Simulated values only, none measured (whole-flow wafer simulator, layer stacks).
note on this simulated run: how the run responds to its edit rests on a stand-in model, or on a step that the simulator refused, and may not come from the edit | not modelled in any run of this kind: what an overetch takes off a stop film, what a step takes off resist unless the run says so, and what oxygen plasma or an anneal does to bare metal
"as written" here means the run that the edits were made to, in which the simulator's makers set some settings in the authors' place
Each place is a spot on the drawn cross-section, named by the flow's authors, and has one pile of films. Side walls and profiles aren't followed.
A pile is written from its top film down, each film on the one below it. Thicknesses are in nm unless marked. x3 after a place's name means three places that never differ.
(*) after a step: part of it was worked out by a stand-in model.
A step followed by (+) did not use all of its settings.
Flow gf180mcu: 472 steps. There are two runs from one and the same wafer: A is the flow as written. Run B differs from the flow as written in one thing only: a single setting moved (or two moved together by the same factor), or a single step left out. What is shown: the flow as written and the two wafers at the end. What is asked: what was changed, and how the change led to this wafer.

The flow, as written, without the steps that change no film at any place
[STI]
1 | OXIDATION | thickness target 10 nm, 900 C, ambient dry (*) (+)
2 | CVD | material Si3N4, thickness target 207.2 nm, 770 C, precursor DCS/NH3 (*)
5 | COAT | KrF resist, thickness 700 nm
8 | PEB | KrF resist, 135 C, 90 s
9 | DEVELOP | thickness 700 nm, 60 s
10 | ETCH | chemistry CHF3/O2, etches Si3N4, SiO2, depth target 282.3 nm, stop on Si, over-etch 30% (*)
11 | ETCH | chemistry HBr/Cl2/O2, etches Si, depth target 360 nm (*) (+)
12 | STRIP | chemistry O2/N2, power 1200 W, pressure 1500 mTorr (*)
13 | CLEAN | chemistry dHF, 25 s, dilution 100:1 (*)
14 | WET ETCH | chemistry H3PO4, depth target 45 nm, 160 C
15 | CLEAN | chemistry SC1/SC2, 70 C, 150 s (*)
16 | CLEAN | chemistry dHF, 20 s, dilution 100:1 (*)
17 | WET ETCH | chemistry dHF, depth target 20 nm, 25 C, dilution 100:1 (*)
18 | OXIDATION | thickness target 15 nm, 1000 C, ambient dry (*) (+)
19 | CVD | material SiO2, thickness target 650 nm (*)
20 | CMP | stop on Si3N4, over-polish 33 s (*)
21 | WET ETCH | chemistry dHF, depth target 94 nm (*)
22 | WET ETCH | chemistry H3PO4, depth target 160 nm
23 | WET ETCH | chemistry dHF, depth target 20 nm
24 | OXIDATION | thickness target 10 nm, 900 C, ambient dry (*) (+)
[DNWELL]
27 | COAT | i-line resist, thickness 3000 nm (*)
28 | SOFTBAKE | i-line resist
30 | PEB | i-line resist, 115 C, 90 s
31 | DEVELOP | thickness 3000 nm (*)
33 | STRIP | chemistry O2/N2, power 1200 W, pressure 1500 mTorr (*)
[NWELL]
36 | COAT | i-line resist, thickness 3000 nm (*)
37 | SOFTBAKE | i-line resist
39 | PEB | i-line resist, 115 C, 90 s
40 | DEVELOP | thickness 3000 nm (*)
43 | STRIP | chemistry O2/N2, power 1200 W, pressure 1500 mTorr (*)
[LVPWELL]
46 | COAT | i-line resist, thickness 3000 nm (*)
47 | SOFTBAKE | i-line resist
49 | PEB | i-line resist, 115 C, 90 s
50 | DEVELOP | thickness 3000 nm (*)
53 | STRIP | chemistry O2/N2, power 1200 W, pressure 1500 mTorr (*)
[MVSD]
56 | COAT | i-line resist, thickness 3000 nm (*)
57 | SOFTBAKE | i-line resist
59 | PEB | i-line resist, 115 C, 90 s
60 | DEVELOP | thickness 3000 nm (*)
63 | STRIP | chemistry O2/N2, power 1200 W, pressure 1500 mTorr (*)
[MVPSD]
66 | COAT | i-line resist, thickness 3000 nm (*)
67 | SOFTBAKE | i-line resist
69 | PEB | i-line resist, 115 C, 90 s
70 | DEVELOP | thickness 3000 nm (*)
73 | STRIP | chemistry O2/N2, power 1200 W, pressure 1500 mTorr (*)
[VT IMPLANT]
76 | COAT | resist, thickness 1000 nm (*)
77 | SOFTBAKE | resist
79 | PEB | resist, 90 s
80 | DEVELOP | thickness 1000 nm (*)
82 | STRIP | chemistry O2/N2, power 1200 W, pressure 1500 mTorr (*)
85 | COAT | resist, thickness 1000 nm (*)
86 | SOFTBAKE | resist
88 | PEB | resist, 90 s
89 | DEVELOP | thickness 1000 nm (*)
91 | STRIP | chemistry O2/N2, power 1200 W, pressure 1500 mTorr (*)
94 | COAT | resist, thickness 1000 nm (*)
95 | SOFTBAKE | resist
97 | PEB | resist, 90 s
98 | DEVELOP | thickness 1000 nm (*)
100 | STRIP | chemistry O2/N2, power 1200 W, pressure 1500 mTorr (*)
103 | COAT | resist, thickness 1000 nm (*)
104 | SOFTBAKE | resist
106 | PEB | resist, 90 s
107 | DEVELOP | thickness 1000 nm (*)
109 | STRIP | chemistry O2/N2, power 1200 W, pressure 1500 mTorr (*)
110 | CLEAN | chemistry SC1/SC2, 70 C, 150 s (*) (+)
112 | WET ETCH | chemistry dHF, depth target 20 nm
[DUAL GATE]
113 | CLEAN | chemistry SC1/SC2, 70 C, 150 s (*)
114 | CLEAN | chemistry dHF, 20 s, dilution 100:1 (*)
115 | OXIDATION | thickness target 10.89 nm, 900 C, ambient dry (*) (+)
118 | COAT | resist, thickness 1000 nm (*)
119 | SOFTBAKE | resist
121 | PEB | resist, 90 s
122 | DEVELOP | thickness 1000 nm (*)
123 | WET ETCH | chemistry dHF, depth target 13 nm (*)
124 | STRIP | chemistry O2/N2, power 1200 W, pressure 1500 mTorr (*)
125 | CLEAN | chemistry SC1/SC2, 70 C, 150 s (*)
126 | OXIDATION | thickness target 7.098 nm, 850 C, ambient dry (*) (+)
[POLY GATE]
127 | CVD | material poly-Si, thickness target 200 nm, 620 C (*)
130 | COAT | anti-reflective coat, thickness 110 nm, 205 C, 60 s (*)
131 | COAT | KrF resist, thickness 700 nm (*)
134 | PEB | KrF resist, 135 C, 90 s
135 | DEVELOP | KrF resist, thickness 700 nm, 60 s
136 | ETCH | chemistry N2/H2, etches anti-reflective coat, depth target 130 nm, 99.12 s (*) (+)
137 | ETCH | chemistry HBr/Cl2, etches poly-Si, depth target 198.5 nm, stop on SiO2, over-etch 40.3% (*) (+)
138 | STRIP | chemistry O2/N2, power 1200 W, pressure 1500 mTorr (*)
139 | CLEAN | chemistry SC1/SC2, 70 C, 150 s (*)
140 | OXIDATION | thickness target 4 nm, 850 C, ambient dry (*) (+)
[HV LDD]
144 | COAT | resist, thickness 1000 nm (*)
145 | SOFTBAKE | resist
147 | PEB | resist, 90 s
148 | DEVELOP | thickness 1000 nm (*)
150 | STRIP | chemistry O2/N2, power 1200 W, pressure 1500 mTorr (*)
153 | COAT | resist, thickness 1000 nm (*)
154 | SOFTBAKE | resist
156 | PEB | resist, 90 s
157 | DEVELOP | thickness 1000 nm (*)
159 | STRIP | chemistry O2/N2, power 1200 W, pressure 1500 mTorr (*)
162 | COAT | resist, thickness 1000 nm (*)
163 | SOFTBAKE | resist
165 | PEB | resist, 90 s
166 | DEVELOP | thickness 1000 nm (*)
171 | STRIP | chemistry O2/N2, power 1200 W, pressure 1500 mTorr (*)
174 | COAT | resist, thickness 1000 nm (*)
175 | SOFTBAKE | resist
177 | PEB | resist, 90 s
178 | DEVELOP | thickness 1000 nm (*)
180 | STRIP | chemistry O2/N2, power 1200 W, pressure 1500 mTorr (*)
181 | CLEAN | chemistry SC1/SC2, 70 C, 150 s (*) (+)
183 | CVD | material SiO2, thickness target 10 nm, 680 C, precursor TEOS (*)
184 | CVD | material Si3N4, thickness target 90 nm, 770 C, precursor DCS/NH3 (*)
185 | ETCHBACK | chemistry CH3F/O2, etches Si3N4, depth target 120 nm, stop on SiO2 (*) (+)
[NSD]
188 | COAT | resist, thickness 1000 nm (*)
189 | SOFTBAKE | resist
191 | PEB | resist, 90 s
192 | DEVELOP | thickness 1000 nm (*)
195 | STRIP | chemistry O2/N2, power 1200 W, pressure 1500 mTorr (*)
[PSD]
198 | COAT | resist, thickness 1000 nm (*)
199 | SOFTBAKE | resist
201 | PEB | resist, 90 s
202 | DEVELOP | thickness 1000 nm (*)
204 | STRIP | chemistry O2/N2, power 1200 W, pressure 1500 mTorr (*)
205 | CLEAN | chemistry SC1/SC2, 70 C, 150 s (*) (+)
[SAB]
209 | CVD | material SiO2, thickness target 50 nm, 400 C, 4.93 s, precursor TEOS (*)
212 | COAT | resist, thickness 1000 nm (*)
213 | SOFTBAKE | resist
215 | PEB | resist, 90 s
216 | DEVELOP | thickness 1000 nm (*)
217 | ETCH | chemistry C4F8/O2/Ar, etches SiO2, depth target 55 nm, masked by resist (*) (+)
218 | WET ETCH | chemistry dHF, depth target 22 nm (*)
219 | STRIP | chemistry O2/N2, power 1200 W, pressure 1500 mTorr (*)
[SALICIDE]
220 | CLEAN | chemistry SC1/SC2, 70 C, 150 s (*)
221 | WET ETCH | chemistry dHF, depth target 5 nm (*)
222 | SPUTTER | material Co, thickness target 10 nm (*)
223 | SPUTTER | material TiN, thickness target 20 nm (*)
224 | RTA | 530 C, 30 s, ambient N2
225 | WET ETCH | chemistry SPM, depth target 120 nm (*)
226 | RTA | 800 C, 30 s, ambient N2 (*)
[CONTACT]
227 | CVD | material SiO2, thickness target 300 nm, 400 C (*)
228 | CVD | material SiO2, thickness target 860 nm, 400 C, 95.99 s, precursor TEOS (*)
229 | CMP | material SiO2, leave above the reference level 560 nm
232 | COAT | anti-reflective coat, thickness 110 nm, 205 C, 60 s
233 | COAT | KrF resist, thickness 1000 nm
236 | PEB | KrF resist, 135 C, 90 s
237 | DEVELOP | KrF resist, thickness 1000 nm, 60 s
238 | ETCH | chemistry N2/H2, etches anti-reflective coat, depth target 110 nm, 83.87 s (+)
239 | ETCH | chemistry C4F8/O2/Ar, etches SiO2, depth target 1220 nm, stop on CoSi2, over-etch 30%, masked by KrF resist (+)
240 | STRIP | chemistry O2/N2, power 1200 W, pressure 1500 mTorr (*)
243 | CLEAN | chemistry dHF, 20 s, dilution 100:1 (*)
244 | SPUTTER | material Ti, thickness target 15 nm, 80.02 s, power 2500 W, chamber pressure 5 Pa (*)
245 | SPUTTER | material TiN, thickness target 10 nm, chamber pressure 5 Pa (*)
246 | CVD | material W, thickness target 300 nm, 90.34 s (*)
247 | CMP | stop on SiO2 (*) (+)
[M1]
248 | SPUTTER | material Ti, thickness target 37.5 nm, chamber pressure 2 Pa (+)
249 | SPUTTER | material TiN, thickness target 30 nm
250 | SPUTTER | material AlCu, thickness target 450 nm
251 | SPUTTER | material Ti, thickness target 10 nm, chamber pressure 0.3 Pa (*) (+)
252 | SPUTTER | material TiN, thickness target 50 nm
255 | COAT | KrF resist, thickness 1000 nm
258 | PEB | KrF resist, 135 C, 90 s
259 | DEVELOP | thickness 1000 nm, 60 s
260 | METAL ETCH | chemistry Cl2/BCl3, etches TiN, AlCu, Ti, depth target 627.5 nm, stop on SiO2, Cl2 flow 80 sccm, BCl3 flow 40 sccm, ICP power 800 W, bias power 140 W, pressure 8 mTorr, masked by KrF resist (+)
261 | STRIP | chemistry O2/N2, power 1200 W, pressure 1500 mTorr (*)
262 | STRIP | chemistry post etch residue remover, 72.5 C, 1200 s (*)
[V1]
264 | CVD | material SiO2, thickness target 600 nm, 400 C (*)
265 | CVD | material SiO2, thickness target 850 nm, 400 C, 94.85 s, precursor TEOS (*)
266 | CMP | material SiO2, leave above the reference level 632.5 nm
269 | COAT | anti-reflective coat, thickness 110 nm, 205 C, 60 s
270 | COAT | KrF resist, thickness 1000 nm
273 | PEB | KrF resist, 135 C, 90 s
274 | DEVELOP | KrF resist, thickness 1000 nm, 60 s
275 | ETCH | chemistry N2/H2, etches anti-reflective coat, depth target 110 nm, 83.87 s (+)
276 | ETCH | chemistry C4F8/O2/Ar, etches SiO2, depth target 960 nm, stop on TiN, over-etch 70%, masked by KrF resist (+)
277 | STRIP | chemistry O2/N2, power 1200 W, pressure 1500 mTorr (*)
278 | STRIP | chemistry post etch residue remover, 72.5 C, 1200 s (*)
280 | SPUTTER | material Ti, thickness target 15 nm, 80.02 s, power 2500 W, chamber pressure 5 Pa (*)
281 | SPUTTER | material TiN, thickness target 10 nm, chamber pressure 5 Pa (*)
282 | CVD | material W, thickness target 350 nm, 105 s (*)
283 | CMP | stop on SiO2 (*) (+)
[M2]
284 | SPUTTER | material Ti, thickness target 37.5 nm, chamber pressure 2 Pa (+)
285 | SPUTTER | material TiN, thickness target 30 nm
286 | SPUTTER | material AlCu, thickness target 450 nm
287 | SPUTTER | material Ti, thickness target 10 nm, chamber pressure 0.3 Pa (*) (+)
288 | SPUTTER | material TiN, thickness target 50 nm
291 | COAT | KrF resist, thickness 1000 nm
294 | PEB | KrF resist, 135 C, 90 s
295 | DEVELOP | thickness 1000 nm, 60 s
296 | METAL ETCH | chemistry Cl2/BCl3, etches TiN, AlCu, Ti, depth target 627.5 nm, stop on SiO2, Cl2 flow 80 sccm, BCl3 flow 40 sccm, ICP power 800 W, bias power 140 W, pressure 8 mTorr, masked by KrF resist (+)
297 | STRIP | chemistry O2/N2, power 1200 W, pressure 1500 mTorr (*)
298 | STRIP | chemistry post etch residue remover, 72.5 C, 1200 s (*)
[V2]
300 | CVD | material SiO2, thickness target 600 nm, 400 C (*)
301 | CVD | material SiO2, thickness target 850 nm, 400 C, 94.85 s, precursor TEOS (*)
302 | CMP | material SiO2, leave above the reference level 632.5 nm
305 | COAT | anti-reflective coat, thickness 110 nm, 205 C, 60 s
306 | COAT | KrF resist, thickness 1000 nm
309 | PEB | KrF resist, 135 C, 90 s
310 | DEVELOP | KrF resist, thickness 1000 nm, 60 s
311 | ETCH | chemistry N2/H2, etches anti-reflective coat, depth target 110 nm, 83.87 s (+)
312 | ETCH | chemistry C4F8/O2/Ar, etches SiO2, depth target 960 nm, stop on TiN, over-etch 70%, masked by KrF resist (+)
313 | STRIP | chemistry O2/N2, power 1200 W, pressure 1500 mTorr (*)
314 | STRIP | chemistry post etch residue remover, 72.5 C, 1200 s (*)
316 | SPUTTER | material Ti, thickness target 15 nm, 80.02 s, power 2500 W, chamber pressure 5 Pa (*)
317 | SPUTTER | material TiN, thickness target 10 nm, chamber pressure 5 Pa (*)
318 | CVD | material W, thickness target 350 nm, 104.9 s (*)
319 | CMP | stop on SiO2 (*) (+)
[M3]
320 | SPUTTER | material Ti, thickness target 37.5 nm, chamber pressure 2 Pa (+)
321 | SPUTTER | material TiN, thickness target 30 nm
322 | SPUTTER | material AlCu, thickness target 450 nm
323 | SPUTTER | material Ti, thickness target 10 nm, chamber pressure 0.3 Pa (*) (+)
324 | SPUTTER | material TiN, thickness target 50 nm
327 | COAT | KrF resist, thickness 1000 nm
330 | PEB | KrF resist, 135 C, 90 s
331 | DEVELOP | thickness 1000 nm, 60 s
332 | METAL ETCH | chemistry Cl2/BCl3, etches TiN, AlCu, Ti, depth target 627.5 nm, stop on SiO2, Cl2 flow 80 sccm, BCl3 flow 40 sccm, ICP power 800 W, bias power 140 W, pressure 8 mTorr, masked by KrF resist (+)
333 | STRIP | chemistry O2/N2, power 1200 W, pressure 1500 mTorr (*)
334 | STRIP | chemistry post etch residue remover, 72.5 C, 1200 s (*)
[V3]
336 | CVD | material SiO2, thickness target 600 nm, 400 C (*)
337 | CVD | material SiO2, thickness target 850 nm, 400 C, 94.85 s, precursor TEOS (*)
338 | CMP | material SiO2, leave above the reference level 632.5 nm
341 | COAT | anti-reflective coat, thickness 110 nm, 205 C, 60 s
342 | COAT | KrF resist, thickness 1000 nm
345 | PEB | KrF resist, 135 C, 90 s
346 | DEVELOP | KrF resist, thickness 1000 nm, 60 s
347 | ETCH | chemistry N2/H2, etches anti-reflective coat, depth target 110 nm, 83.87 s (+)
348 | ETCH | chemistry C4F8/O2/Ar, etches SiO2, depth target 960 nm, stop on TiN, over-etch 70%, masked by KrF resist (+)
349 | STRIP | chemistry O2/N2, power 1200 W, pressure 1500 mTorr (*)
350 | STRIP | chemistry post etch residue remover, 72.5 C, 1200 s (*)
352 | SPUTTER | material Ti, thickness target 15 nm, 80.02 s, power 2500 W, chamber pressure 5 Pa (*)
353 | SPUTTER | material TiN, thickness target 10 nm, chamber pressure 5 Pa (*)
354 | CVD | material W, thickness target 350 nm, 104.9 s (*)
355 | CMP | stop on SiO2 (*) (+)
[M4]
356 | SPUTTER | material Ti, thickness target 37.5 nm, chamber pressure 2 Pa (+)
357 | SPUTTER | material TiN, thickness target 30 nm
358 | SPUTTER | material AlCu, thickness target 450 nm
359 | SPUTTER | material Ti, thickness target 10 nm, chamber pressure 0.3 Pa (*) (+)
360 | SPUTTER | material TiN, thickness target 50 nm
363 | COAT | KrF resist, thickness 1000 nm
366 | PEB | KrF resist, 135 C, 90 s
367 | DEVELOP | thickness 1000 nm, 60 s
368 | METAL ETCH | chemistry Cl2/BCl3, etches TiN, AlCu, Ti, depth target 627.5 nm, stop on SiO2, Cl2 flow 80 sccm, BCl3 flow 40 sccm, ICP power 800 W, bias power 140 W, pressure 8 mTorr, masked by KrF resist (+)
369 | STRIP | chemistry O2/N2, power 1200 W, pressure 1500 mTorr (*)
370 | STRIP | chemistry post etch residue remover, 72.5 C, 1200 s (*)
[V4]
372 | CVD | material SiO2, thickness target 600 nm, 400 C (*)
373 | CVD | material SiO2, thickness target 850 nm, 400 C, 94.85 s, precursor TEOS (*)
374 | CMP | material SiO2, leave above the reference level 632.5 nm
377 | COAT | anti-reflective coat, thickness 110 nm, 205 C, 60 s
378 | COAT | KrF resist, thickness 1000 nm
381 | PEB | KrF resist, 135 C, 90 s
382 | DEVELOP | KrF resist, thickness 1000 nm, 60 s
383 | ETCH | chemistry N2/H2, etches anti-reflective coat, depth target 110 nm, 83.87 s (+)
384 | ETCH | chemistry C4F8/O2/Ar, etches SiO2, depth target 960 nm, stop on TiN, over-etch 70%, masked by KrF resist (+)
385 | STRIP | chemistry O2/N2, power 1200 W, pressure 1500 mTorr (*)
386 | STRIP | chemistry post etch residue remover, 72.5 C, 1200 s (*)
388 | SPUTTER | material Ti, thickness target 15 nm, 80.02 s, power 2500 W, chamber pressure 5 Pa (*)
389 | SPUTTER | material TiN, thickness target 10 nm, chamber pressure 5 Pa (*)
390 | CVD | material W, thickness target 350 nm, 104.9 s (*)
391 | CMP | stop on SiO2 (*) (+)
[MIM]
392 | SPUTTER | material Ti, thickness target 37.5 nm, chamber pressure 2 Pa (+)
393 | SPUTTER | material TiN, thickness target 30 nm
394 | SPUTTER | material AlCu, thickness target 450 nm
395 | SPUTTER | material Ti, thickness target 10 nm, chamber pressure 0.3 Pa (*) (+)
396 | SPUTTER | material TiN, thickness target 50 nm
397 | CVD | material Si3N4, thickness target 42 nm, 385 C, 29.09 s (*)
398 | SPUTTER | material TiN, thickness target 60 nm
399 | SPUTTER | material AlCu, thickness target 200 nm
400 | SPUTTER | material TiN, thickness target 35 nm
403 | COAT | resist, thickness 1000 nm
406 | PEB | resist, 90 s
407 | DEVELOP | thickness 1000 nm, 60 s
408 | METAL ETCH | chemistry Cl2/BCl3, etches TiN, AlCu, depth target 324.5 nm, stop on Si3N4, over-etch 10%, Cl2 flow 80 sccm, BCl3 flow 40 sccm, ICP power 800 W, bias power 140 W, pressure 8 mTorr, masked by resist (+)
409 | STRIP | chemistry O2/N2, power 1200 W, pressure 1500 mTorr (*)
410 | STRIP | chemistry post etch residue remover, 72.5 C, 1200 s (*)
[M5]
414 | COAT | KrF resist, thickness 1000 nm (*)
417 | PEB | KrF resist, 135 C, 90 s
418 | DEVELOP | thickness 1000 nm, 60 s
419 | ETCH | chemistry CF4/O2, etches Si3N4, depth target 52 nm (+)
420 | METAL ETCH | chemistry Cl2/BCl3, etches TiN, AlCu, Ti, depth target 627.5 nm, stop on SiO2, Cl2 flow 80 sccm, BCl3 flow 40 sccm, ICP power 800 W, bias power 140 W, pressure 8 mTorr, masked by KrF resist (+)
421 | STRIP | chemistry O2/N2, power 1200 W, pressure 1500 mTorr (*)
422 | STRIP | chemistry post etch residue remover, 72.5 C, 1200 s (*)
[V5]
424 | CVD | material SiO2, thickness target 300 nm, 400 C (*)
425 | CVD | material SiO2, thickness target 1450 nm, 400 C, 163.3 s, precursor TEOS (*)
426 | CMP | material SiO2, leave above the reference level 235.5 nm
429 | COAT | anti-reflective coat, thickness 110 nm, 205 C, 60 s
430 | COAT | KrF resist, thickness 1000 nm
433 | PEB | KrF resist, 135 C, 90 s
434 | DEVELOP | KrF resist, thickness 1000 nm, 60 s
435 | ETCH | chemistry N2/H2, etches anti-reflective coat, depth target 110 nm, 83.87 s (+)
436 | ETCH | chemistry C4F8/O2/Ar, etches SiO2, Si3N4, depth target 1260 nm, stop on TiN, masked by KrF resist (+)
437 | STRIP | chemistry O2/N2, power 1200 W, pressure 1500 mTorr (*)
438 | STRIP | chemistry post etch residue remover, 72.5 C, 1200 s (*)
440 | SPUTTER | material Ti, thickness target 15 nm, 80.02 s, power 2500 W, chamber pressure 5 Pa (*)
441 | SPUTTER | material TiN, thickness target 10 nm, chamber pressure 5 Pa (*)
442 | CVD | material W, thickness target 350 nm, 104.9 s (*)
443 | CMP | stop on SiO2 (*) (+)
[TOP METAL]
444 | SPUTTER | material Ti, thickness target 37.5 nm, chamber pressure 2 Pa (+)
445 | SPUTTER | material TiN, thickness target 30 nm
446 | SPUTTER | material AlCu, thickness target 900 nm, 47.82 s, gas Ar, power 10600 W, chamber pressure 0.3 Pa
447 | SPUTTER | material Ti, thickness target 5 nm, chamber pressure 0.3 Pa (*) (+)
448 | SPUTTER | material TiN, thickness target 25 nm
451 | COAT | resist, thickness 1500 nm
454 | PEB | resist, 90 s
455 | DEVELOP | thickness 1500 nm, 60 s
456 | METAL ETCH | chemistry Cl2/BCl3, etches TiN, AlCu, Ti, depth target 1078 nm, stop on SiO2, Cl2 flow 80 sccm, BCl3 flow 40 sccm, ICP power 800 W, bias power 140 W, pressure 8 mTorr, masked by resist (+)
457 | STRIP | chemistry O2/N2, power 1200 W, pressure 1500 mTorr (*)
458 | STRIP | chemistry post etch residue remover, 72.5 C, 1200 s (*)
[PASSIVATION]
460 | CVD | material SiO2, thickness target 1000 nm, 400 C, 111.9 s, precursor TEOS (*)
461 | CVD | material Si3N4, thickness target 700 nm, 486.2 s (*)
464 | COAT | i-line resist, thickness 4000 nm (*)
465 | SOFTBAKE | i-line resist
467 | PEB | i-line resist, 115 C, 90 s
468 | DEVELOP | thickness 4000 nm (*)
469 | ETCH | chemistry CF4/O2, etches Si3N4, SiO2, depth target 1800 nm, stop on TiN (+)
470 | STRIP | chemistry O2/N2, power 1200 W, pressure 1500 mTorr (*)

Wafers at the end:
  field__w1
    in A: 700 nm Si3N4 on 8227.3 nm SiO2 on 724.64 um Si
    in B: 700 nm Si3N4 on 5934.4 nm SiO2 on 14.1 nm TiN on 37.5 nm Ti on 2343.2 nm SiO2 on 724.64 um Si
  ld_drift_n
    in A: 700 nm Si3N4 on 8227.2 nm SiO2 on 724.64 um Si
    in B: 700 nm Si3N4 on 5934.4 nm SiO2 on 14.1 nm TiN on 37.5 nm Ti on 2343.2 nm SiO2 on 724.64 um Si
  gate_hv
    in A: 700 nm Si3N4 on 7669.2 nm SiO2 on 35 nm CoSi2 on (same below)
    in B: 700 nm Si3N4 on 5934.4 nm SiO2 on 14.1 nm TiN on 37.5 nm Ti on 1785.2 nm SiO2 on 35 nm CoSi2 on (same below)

What caused this: step 286, SPUTTER: thickness target 552 nm was run, though the flow has thickness target 450 nm.

How this came from the change, step by step:
  286 | SPUTTER | material AlCu, thickness target 450 nm
      field, field__w1, field__w2 and 108 more: A AlCu gains 450 (new film) | B AlCu gains 552 (new film)
  296 | METAL ETCH | chemistry Cl2/BCl3, etches TiN, AlCu, Ti, depth target 627.5 nm, stop on SiO2, Cl2 flow 80 sccm, BCl3 flow 40 sccm, ICP power 800 W, bias power 140 W, pressure 8 mTorr, masked by KrF resist (+)
      field, field__w1, field__w2 and 103 more: A TiN loses 50 (all of it), Ti loses 10 (all of it), AlCu loses 450 (all of it), TiN loses 30 (all of it), Ti loses 37.5 (all of it) | B TiN loses 50 (all of it), Ti loses 10 (all of it), AlCu loses 552 (all of it), TiN loses 15.5
  300 | CVD | material SiO2, thickness target 600 nm, 400 C (*)
      field, field__w1, field__w2 and 103 more: A SiO2 gains 600 | B SiO2 gains 600 (new film)
  302 | CMP | material SiO2, leave above the reference level 632.5 nm
      field, field__w1, field__w2 and 103 more: A SiO2 loses 300 | B SiO2 loses 249.6
Taking metal films that touch as one body, field__w1 has 1 body; the flow as written gives 0 bodies.
Taking metal films that touch as one body, ld_drift_n has 1 body; the flow as written gives 0 bodies.
Taking metal films that touch as one body, gate_hv has 2 bodies (between them, from the top down: SiO2 1785.2); the flow as written gives 1 body.
